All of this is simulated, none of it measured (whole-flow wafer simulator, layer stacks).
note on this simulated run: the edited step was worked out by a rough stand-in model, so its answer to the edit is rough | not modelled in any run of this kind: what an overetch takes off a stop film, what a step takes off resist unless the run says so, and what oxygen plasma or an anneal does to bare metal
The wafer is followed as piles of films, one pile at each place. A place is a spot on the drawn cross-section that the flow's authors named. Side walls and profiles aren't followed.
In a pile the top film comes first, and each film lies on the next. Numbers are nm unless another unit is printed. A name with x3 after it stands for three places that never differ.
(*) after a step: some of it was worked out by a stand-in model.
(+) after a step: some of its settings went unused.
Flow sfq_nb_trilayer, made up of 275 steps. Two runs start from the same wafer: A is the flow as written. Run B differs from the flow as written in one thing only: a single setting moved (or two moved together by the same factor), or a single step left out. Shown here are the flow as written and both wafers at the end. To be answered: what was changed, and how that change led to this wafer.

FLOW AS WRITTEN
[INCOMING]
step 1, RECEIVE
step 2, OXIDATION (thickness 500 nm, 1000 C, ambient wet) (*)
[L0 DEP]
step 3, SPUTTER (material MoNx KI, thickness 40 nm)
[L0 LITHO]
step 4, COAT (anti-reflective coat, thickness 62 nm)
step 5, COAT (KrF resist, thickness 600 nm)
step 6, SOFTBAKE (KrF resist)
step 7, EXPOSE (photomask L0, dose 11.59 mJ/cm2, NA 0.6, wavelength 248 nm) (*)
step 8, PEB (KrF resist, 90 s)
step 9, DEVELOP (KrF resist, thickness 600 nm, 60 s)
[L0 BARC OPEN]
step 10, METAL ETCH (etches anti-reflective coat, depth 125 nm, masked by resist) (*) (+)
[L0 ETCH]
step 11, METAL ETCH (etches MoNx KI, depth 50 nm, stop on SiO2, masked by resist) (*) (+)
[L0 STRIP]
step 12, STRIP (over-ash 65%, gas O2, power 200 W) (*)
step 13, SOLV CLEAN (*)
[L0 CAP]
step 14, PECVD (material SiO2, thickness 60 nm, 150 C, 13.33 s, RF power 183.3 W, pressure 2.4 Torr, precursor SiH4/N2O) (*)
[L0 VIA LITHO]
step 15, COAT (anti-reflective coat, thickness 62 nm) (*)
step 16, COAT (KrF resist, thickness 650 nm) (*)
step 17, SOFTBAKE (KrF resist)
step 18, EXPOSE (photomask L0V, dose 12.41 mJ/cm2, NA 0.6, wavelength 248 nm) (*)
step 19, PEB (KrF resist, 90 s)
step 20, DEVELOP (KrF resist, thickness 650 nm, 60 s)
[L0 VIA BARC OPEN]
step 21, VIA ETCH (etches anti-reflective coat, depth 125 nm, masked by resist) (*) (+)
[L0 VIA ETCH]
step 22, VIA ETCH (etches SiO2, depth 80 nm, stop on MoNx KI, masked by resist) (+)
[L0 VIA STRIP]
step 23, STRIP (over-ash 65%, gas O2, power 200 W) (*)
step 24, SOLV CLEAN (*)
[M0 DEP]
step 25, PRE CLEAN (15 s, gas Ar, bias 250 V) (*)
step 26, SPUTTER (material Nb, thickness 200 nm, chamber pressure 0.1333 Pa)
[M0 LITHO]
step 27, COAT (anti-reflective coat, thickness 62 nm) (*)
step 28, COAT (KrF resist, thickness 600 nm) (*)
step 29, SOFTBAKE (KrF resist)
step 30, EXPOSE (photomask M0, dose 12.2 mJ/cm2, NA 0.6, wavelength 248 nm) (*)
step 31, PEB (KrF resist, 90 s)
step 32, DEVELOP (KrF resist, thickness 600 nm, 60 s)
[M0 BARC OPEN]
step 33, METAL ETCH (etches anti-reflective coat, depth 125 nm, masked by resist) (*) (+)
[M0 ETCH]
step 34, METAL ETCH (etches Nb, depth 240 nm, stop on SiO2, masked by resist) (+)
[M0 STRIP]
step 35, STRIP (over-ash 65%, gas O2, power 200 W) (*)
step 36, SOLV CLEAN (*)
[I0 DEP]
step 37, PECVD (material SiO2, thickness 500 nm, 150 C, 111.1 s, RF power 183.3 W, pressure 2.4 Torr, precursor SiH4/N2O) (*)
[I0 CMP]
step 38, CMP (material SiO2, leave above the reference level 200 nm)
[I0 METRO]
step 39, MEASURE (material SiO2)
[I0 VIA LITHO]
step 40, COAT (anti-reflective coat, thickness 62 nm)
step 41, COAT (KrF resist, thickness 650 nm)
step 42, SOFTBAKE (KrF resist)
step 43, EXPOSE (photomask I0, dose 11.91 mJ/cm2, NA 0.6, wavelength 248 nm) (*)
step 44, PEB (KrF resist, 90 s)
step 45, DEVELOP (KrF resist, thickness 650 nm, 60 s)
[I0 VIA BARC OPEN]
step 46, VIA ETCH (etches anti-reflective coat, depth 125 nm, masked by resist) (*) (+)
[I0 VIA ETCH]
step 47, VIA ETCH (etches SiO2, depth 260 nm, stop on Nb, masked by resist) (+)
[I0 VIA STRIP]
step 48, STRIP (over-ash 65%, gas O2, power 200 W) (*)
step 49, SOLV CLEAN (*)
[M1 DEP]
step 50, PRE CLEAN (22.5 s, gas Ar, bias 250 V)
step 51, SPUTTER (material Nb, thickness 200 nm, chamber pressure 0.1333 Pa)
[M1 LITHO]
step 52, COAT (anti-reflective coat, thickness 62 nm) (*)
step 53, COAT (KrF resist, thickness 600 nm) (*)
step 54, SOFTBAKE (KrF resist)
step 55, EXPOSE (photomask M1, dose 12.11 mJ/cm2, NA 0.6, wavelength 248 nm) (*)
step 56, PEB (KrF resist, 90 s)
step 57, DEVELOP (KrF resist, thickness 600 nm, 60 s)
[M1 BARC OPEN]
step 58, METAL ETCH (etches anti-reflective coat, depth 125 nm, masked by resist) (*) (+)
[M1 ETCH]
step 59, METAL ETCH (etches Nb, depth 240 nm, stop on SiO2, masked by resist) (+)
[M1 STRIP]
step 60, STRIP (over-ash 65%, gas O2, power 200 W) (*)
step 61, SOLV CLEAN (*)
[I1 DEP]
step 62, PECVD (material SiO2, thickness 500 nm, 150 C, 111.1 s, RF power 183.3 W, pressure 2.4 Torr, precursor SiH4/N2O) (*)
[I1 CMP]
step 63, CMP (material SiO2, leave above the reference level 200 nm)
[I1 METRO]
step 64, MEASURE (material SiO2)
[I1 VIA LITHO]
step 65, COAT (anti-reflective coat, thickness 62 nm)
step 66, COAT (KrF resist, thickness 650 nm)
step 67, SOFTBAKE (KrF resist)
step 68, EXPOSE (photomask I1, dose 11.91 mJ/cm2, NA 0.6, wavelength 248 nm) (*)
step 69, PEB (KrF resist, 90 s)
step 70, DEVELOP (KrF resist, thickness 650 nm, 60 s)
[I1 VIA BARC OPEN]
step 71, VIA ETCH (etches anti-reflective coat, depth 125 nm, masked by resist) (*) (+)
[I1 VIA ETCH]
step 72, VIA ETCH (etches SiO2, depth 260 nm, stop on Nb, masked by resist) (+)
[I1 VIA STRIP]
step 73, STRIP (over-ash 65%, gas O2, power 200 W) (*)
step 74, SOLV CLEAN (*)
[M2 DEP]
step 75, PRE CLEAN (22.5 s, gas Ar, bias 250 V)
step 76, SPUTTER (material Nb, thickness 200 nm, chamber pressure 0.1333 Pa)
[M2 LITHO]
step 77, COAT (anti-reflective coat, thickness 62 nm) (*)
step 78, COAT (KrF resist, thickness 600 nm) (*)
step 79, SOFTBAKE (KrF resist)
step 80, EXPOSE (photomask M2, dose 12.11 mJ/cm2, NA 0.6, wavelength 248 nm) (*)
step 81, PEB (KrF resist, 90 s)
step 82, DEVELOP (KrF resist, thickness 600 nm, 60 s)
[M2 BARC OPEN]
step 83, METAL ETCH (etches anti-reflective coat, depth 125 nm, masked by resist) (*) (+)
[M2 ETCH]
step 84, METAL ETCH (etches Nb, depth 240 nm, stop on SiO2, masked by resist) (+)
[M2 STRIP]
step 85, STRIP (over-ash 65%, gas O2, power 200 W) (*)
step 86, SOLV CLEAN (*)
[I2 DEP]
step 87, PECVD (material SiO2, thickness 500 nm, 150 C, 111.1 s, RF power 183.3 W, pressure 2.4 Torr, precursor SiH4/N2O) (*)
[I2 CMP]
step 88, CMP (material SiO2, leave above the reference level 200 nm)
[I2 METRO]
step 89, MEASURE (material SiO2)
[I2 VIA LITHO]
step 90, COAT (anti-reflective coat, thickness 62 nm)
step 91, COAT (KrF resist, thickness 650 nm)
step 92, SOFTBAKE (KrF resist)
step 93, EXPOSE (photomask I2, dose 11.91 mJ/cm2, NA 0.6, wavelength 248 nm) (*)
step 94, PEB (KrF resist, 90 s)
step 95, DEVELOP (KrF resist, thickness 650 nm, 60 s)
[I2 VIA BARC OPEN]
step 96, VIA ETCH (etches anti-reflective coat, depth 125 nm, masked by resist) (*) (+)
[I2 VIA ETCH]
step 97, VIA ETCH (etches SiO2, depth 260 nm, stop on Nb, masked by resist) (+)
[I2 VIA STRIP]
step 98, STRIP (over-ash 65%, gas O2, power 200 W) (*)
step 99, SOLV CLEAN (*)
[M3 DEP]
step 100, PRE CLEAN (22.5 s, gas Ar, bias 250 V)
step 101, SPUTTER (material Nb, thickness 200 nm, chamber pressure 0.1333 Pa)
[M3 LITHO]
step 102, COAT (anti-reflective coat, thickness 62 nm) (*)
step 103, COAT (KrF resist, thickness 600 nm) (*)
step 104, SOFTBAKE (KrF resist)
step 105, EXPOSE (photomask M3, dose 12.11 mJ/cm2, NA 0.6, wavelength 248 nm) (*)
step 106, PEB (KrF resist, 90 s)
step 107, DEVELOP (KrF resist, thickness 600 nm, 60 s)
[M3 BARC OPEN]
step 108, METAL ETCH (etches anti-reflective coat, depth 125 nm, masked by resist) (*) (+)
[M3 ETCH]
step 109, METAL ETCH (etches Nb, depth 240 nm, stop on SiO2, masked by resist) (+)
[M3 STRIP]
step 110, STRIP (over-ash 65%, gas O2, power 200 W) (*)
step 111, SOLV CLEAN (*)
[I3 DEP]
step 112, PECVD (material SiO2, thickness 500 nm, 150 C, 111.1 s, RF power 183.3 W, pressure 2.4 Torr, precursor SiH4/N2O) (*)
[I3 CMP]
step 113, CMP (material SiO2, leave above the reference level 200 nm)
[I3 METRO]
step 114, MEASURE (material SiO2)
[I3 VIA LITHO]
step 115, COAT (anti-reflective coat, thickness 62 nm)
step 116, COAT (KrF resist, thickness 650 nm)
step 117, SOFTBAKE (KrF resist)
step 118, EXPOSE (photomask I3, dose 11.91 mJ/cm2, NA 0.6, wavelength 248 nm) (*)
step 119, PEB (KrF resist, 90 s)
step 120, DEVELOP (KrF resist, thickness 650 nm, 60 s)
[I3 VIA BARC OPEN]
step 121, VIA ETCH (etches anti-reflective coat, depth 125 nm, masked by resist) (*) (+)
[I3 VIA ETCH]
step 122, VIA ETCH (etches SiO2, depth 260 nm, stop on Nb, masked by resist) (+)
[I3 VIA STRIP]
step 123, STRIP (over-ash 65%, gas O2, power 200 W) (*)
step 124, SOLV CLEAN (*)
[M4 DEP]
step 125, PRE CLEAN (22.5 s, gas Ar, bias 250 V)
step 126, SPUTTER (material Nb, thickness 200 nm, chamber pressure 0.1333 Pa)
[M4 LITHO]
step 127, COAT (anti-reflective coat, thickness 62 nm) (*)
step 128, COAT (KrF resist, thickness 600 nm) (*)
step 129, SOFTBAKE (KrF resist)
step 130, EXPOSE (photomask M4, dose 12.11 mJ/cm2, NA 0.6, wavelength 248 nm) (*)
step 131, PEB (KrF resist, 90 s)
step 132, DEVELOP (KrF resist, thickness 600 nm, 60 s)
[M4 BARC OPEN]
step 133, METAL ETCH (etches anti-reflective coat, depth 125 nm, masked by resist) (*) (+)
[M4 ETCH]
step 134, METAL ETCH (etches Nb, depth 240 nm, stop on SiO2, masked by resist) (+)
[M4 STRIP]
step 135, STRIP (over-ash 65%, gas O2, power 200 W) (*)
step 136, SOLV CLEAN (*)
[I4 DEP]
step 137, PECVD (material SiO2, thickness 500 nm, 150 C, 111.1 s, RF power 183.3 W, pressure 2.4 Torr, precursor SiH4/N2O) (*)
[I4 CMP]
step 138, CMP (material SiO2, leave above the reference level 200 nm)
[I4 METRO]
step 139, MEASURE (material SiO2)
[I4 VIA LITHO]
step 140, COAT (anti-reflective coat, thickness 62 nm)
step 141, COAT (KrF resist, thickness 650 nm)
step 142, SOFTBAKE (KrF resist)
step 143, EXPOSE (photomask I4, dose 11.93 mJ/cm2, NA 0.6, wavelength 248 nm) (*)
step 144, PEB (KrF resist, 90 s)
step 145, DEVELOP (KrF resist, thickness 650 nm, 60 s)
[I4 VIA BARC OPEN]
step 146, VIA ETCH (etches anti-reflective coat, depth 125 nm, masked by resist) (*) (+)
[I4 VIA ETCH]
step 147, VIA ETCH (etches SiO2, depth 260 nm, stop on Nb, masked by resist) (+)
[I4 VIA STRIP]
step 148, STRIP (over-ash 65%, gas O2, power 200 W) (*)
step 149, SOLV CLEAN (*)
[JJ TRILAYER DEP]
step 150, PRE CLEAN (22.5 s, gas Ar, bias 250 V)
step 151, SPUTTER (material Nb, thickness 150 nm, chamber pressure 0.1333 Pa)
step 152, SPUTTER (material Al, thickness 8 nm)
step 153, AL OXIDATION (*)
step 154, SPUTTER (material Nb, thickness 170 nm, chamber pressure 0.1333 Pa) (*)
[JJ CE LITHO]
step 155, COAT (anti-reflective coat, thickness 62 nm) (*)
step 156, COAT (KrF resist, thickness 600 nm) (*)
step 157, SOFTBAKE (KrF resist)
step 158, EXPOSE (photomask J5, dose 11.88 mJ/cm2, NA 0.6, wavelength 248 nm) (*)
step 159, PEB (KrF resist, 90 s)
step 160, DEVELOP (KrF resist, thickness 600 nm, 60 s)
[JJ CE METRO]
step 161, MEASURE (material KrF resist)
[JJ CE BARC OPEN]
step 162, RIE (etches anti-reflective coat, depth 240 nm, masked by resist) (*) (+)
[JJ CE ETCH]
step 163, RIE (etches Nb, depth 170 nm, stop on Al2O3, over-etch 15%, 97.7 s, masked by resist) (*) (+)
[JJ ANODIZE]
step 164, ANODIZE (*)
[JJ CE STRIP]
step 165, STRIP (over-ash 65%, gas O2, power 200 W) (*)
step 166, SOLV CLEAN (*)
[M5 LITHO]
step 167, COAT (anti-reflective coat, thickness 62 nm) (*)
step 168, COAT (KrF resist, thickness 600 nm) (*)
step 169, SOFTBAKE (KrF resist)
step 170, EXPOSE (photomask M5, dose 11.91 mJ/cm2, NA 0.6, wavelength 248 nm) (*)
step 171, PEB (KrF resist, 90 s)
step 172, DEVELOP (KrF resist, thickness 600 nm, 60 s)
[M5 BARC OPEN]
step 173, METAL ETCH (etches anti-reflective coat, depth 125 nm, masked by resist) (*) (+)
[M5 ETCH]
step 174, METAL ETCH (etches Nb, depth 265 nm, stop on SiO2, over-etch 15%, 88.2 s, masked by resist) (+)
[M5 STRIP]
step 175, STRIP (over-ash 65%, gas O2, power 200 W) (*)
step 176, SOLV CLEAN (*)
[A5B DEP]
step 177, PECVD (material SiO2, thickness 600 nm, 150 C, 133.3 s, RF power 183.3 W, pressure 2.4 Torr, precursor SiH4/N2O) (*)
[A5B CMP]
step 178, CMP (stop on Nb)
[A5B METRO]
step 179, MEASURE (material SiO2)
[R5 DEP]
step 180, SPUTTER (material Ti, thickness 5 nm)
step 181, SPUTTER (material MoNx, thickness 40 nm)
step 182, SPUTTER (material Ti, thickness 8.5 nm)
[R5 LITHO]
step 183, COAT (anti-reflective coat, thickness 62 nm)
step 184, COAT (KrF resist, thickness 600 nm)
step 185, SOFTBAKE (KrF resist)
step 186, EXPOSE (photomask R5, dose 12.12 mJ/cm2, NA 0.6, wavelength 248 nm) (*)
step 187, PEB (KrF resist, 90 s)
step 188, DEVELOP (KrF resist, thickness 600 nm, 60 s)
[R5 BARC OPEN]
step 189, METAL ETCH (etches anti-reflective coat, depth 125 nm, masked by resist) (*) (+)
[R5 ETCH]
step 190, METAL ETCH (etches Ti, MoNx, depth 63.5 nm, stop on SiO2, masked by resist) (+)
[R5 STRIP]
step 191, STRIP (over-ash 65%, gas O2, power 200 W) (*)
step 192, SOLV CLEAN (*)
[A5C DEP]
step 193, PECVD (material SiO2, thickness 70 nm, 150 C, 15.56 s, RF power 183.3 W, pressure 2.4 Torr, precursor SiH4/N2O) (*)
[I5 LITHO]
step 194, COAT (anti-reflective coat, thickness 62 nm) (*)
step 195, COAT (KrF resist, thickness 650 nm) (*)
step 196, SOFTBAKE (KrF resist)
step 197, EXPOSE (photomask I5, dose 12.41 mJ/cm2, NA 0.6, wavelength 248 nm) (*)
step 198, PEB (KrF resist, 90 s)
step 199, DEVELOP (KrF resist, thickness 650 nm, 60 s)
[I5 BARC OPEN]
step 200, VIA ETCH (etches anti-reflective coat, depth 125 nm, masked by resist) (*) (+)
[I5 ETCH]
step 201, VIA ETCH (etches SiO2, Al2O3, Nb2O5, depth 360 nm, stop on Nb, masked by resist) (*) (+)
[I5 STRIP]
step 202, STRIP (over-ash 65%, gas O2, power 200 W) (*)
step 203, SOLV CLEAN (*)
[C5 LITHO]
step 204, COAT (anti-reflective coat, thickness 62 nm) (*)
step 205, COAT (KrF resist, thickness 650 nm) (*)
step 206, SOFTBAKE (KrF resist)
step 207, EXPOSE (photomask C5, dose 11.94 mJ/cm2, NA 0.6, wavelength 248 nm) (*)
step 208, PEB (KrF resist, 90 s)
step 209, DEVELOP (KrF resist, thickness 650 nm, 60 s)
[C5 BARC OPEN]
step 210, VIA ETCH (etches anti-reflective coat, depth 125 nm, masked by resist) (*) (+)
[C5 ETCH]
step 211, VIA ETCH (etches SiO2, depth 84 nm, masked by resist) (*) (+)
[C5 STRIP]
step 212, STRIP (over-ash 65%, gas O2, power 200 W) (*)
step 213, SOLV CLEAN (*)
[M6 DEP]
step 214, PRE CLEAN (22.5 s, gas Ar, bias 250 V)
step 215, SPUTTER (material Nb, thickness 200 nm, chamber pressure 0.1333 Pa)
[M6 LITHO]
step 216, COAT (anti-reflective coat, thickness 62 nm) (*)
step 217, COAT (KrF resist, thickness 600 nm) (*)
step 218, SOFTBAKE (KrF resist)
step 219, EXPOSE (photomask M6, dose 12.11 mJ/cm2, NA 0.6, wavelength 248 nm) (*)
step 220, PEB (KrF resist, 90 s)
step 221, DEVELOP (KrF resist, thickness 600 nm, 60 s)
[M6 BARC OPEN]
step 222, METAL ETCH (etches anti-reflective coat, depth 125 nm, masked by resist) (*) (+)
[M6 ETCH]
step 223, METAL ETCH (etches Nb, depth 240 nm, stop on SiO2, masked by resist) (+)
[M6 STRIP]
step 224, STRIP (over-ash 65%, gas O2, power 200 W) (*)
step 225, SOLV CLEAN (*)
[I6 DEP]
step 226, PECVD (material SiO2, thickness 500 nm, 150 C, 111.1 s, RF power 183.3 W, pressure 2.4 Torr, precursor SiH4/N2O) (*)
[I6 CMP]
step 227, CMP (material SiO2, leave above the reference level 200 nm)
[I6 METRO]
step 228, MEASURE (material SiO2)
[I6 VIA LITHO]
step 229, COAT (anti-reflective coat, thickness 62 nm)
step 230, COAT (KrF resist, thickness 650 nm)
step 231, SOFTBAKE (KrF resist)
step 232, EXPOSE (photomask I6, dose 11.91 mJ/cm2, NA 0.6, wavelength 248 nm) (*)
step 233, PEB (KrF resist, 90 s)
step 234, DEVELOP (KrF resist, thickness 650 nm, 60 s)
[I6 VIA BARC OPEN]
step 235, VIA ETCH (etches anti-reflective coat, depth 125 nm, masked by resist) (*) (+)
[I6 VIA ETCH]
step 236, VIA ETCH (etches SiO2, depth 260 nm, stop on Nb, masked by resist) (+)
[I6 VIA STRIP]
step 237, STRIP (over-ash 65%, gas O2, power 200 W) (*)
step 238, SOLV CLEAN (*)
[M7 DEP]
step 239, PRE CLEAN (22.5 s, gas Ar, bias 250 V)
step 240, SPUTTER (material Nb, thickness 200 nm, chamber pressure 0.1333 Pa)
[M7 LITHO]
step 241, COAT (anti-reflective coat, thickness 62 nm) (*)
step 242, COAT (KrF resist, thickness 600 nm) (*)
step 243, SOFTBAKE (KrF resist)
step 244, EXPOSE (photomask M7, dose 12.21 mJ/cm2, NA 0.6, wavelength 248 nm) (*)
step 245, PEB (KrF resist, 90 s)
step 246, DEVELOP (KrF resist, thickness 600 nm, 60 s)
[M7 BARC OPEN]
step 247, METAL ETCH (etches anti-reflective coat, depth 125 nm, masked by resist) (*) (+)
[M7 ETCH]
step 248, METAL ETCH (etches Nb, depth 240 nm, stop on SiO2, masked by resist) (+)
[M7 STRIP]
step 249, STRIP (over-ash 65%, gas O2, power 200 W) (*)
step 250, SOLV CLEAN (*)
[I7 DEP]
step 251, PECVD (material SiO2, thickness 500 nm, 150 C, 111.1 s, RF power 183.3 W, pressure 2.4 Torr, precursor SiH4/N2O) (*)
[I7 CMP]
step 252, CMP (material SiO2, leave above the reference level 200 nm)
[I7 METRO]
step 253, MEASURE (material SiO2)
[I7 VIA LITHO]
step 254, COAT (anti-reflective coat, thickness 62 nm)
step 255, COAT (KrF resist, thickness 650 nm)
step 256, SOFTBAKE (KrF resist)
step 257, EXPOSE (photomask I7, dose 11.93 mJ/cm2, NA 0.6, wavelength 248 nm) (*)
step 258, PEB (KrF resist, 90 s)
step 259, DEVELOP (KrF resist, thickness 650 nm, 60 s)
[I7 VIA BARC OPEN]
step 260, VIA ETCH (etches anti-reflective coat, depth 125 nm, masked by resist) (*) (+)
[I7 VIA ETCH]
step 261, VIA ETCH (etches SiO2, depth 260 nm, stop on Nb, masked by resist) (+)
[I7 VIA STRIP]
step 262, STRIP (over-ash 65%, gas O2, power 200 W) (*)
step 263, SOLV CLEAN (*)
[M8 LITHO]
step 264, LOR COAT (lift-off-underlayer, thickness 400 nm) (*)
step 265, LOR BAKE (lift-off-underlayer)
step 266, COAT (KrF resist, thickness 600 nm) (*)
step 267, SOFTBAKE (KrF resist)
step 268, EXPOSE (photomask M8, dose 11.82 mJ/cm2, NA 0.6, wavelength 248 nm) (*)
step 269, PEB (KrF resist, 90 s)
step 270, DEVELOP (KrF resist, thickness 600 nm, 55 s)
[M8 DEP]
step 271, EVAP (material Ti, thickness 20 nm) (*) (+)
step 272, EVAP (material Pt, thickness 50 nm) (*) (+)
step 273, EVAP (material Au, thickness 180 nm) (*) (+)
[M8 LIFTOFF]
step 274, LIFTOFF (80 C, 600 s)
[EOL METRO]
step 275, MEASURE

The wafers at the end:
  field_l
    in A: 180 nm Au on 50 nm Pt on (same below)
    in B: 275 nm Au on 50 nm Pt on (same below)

What caused this: step 273, EVAP: thickness 275 nm was run, while the flow as written has thickness 180 nm.
The wafer lets one read it off: field_l has Au 275, and step 273 as written asks for 180 nm.

The path from the change to this, step by step:
  step 273, EVAP (material Au, thickness 180 nm) (*) (+)
      field_l, v_sur, via_wl and 103 more: A Au gains 180 (new film) | B Au gains 275 (new film)
  step 274, LIFTOFF (80 C, 600 s)
      p4_fl, p4_fm, p4_w1 and 71 more: A Au loses 180 (all of it), Pt loses 50 (all of it), Ti loses 20 (all of it), KrF resist loses 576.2 (all of it), lift-off-underlayer loses 400 (all of it) | B Au loses 275 (all of it), Pt loses 50 (all of it), Ti loses 20 (all of it), KrF resist loses 576.2 (all of it), lift-off-underlayer loses 400 (all of it)
      c5j, ce_r: A Au loses 180 (all of it), Pt loses 50 (all of it), Ti loses 20 (all of it), KrF resist loses 573.3 (all of it), lift-off-underlayer loses 399.3 (all of it) | B Au loses 275 (all of it), Pt loses 50 (all of it), Ti loses 20 (all of it), KrF resist loses 573.3 (all of it), lift-off-underlayer loses 399.3 (all of it)
      (as well as at 19 more places)
